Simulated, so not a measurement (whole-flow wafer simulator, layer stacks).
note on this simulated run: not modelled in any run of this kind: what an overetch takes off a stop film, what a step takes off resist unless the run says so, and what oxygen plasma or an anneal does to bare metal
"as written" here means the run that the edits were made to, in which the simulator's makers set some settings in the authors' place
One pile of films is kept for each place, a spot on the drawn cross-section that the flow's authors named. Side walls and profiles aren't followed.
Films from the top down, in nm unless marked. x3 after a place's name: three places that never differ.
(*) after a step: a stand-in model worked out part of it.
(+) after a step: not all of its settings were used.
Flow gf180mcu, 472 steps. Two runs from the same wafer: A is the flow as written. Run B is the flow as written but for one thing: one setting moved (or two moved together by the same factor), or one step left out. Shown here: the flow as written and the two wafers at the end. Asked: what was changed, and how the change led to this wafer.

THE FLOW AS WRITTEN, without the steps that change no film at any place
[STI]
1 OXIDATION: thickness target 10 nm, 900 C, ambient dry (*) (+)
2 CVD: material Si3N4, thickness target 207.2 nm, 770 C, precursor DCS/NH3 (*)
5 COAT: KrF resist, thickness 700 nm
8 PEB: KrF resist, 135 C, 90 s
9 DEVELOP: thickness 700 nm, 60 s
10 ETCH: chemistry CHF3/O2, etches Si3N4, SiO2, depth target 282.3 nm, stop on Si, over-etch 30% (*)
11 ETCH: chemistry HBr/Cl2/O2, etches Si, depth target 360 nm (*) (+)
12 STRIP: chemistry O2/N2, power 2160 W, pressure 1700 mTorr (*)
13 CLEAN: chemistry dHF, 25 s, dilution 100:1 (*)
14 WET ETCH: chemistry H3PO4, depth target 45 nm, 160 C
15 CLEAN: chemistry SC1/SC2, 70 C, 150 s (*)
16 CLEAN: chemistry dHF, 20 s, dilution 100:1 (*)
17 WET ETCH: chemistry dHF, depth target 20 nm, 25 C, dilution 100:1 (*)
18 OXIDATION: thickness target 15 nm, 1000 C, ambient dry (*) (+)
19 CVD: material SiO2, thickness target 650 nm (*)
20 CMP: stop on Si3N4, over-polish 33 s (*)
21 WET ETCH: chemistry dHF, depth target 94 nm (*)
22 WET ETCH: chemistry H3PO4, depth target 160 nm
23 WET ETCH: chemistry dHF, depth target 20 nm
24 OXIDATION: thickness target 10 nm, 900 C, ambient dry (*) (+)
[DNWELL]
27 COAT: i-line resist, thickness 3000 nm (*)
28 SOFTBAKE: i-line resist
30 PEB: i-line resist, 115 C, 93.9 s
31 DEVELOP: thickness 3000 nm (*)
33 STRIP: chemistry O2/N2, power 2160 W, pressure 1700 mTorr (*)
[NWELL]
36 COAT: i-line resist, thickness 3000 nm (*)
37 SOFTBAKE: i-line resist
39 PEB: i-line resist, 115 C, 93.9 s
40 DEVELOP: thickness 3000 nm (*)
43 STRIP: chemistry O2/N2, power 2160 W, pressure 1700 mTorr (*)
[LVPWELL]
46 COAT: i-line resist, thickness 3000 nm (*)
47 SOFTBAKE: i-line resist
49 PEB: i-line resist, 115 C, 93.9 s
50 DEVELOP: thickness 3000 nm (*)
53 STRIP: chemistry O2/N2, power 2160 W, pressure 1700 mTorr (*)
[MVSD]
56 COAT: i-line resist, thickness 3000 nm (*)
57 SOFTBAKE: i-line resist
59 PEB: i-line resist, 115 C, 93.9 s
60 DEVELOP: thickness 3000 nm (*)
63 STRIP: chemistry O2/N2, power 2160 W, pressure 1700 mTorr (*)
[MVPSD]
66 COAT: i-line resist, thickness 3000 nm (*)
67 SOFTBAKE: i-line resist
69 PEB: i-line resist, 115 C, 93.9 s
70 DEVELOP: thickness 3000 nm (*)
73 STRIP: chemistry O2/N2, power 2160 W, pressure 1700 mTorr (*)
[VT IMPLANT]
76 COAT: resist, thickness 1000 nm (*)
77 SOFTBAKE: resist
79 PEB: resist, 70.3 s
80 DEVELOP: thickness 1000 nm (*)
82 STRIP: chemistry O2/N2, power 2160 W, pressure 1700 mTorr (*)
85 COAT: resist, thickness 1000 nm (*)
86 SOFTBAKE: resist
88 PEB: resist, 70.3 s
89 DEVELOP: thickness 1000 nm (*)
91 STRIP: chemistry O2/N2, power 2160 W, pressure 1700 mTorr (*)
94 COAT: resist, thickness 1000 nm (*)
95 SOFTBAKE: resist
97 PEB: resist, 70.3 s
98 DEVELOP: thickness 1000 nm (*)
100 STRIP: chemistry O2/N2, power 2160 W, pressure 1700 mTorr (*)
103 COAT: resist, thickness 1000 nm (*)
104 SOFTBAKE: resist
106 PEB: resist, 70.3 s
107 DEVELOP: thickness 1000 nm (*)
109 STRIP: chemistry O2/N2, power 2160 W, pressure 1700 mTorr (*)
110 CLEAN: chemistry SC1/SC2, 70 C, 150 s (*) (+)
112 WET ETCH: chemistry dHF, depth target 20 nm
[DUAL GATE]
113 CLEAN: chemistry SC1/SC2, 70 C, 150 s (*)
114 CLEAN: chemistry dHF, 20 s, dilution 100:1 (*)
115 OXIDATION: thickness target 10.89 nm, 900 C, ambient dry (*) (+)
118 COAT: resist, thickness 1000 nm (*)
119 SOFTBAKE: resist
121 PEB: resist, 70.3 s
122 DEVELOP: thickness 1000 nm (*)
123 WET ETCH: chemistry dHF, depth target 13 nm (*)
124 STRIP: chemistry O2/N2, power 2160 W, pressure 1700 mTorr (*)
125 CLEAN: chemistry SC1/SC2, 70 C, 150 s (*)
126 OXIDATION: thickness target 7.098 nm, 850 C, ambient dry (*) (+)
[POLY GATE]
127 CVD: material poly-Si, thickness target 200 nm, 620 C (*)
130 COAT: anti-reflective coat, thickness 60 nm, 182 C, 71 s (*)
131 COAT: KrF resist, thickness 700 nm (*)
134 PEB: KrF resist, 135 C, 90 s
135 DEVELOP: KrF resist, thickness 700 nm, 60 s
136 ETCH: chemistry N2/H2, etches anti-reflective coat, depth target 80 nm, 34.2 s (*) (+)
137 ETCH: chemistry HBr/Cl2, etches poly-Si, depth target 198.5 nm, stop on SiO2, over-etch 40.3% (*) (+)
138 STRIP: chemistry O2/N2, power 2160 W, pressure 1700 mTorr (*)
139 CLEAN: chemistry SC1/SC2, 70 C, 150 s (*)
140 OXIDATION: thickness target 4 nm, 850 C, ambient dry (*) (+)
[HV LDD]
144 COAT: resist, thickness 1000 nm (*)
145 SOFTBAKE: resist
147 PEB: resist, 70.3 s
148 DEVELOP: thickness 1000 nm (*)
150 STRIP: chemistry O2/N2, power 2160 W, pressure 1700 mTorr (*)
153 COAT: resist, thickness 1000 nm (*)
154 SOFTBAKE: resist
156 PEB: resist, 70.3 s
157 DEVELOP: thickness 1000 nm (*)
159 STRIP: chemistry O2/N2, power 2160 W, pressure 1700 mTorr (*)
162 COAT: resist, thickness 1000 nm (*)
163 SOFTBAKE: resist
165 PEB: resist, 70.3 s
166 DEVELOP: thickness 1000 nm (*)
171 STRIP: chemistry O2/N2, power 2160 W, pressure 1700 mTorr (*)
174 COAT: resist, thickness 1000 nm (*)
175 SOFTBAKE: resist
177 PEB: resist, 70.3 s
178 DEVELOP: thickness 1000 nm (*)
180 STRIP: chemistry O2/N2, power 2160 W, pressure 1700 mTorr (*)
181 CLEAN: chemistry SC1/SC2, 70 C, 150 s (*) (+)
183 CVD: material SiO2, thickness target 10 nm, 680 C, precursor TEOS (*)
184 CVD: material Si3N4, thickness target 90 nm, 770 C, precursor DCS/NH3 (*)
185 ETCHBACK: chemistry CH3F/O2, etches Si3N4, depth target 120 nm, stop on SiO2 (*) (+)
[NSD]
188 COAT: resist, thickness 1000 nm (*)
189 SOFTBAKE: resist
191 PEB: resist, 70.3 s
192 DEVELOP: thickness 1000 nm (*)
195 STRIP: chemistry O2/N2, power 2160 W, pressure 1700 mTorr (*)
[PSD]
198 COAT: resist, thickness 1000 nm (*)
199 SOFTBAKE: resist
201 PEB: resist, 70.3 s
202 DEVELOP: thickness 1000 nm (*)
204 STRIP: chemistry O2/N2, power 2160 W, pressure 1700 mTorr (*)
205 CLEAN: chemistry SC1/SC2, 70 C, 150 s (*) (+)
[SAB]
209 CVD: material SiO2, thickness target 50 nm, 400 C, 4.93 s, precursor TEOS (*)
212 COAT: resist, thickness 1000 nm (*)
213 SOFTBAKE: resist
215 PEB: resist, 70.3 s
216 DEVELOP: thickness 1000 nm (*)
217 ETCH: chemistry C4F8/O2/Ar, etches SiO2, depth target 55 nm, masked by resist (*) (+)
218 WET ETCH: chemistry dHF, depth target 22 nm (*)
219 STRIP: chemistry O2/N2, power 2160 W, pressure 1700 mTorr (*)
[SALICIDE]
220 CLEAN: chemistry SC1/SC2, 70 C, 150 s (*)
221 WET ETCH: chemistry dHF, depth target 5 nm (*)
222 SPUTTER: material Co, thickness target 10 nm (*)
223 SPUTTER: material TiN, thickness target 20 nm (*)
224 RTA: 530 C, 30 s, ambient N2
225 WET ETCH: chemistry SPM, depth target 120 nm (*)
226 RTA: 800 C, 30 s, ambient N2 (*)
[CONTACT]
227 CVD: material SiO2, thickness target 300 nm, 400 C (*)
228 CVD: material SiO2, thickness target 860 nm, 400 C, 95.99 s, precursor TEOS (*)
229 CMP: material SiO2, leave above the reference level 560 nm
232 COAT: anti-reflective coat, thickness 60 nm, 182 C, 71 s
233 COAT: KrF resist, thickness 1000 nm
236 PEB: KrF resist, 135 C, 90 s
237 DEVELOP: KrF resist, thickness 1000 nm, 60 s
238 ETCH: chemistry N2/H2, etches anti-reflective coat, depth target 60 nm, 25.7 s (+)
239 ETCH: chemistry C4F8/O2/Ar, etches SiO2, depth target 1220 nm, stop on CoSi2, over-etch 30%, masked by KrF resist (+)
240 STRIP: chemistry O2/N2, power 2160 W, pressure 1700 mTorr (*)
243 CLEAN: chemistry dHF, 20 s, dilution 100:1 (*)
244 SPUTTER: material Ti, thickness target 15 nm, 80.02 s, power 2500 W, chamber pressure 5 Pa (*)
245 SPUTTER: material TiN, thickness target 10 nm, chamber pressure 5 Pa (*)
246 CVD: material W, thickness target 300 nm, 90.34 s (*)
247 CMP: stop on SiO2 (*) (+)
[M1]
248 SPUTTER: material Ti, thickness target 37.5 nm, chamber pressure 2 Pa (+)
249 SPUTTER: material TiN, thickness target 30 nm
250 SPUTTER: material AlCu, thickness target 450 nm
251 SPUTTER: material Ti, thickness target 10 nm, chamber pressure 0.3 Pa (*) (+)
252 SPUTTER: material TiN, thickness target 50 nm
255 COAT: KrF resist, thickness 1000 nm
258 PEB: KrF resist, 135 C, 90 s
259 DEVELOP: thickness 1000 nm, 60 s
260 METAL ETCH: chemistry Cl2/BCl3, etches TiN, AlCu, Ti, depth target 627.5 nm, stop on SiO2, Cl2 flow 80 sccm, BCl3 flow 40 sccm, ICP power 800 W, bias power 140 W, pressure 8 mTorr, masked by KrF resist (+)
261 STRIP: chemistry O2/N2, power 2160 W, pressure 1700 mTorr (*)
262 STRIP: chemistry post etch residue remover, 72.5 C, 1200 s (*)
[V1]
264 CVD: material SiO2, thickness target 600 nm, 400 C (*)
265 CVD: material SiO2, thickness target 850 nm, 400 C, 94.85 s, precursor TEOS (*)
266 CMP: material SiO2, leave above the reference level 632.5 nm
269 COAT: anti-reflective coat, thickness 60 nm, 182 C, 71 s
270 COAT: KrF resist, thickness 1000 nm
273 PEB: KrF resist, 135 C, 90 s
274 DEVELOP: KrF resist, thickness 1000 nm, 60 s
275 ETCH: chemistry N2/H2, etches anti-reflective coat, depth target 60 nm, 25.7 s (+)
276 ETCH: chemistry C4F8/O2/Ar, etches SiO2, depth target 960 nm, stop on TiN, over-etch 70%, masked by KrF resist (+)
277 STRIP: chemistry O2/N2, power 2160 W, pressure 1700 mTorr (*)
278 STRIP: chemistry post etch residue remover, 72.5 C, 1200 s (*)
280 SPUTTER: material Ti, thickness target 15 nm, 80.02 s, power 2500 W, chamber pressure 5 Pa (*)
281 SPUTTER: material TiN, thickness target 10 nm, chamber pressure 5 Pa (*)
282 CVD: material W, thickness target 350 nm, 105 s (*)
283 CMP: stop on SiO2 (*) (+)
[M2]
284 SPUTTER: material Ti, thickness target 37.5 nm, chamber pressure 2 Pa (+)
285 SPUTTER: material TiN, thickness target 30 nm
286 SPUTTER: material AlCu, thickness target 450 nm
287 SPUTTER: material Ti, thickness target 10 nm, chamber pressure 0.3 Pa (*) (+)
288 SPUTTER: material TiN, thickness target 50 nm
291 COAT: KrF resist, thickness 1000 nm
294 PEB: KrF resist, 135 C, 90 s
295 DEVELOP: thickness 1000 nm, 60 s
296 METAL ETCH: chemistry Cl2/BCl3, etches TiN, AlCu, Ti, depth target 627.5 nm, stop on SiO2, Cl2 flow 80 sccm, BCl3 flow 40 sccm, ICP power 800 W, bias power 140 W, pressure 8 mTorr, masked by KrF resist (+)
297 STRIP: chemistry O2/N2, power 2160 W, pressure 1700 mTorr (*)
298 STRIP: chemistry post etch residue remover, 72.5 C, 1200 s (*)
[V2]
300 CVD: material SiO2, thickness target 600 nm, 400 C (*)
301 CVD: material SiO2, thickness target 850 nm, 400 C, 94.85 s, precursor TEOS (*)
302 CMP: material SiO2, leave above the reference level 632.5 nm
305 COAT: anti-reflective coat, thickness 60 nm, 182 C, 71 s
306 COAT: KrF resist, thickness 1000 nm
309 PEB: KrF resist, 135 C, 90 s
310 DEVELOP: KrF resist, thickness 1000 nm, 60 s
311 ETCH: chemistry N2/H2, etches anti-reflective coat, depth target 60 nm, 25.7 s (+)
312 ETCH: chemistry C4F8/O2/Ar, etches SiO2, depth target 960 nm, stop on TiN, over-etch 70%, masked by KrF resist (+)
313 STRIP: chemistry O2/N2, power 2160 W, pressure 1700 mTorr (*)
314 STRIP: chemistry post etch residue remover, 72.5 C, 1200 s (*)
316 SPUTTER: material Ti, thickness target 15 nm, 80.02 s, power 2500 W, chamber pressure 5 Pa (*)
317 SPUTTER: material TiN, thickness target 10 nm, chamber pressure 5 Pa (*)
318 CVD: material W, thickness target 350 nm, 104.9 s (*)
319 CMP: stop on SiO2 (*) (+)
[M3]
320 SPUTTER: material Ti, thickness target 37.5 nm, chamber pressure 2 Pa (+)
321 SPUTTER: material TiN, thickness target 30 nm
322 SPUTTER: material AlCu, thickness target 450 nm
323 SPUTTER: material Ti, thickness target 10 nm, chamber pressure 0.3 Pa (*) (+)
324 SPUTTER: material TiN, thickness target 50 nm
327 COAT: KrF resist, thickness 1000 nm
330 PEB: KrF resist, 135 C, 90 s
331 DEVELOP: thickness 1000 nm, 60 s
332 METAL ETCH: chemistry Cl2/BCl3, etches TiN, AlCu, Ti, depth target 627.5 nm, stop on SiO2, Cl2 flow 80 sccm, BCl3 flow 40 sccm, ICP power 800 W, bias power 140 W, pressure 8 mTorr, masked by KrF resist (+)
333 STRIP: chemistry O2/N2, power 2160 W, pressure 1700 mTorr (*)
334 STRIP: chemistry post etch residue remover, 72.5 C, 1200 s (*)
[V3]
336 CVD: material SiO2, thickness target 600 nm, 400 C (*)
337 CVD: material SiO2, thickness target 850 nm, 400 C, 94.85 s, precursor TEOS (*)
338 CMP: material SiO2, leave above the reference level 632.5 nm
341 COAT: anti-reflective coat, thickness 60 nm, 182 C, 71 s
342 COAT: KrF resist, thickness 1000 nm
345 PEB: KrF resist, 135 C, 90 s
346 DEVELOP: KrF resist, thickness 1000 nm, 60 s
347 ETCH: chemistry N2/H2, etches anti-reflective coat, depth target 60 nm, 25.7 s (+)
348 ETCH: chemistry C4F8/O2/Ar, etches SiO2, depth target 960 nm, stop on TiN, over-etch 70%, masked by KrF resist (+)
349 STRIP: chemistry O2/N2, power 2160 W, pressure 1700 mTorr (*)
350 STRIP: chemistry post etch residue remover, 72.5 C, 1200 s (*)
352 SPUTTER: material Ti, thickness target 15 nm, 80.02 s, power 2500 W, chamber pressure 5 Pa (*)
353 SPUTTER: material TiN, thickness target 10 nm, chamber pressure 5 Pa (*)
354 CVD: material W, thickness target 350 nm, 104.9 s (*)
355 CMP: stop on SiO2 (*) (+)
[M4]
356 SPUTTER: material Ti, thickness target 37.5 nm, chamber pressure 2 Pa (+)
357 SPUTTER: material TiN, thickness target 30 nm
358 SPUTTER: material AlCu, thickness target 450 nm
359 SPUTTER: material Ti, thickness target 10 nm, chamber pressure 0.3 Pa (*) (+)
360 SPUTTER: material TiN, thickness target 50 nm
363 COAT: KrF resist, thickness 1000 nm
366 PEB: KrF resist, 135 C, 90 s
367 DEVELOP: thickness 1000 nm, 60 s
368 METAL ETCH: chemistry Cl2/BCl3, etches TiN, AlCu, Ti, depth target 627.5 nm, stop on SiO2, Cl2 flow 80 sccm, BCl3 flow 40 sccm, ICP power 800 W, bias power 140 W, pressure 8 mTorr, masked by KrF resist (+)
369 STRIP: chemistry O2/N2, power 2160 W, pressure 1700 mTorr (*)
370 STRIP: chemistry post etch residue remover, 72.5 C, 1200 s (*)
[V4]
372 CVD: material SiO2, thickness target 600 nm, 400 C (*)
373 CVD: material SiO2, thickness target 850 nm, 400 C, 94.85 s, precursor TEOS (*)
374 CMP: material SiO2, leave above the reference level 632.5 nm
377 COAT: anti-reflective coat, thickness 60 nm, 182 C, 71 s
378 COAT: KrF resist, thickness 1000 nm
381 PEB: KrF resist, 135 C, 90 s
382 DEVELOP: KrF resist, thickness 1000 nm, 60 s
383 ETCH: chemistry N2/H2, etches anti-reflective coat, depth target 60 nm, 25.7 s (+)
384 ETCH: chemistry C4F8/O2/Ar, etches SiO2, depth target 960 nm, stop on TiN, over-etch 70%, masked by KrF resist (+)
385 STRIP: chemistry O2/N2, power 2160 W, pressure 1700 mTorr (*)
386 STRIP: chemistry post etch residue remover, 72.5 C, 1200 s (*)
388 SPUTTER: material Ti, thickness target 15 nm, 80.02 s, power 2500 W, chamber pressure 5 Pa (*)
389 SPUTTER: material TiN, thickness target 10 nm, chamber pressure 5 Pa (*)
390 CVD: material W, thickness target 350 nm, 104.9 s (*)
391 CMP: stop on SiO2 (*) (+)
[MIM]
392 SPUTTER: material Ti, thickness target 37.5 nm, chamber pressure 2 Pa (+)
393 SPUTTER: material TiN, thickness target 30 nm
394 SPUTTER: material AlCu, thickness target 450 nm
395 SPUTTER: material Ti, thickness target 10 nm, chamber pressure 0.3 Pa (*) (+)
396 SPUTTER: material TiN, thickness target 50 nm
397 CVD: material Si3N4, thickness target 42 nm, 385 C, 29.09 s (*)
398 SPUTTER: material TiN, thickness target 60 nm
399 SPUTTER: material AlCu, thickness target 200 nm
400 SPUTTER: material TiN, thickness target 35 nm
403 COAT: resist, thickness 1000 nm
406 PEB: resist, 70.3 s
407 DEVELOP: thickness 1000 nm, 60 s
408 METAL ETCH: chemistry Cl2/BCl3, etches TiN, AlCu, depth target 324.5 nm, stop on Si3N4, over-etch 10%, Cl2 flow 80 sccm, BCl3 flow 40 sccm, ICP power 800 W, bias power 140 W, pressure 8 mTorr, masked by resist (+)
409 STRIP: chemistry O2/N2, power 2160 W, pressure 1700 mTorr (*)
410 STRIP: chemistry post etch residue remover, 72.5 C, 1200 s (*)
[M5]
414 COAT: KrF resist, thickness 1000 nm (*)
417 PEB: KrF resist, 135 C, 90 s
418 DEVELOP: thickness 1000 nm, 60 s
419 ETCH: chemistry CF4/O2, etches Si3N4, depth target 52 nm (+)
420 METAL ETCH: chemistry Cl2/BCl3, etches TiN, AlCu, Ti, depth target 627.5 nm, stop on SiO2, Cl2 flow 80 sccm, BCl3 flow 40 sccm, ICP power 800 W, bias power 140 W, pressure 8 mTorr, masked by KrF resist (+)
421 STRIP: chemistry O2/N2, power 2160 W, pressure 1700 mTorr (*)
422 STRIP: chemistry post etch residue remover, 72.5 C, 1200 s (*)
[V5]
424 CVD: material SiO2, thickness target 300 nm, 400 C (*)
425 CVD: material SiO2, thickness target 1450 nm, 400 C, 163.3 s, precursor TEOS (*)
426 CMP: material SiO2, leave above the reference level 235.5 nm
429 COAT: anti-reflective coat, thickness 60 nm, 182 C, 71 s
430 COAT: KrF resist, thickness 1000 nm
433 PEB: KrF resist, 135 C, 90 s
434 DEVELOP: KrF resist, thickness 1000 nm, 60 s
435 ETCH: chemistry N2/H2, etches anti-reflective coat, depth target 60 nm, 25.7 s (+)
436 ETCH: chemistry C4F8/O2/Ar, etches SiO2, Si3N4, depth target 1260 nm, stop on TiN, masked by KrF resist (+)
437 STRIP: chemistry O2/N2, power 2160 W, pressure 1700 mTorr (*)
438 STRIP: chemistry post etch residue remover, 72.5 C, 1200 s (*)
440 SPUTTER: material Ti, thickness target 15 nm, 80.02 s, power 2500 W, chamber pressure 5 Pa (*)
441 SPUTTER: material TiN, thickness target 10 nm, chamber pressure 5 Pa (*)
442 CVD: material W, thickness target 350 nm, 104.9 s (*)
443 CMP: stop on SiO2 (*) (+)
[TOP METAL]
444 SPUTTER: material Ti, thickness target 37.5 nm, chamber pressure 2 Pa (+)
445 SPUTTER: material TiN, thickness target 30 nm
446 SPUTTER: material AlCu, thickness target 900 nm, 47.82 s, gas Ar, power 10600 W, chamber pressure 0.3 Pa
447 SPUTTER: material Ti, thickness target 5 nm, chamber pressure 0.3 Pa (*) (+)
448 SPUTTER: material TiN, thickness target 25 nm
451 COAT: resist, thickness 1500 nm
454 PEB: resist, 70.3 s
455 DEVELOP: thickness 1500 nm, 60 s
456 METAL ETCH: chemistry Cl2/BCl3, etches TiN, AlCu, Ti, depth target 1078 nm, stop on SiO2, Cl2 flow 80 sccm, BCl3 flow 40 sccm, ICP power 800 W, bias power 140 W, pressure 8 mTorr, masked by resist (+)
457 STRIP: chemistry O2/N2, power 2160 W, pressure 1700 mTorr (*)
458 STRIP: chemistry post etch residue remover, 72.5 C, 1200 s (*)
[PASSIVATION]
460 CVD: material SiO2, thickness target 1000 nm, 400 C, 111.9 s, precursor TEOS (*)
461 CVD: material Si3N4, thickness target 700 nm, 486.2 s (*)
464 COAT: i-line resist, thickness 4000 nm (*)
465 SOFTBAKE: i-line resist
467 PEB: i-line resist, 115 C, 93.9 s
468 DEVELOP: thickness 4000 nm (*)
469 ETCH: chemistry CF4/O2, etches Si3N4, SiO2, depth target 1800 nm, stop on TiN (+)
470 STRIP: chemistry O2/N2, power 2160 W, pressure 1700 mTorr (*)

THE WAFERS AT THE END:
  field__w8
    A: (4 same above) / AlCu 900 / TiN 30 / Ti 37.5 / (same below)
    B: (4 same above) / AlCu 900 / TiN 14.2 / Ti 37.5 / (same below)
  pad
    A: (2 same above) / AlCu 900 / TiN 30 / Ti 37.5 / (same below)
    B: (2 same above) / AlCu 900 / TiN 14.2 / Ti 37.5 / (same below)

The cause: step 445, SPUTTER: thickness target 14.2 nm was run, where the flow has thickness target 30 nm.
It can be read off the wafer: field__w8 has TiN 14.2, and step 445 as written asks for 30 nm.

How the change led to this, step by step:
  445 SPUTTER: material TiN, thickness target 30 nm
      field, field__w1, field__w2 and 109 more: A TiN +30 (new film) | B TiN +14.2 (new film)
  456 METAL ETCH: chemistry Cl2/BCl3, etches TiN, AlCu, Ti, depth target 1078 nm, stop on SiO2, Cl2 flow 80 sccm, BCl3 flow 40 sccm, ICP power 800 W, bias power 140 W, pressure 8 mTorr, masked by resist (+)
      field, field__w1, field__w2 and 103 more: A TiN -25 (all of it), Ti -5 (all of it), AlCu -900 (all of it), TiN -30 (all of it), Ti -37.5 (all of it) | B TiN -25 (all of it), Ti -5 (all of it), AlCu -900 (all of it), TiN -14.2 (all of it), Ti -37.5 (all of it)
  465 SOFTBAKE: i-line resist
      ld_acc_p, ld_fp_p, ld_drift_p: A i-line resist +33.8 | B i-line resist +33
      field__w11, field__w13: A i-line resist +37.6 | B i-line resist +36.7
      (and at 58 more places)
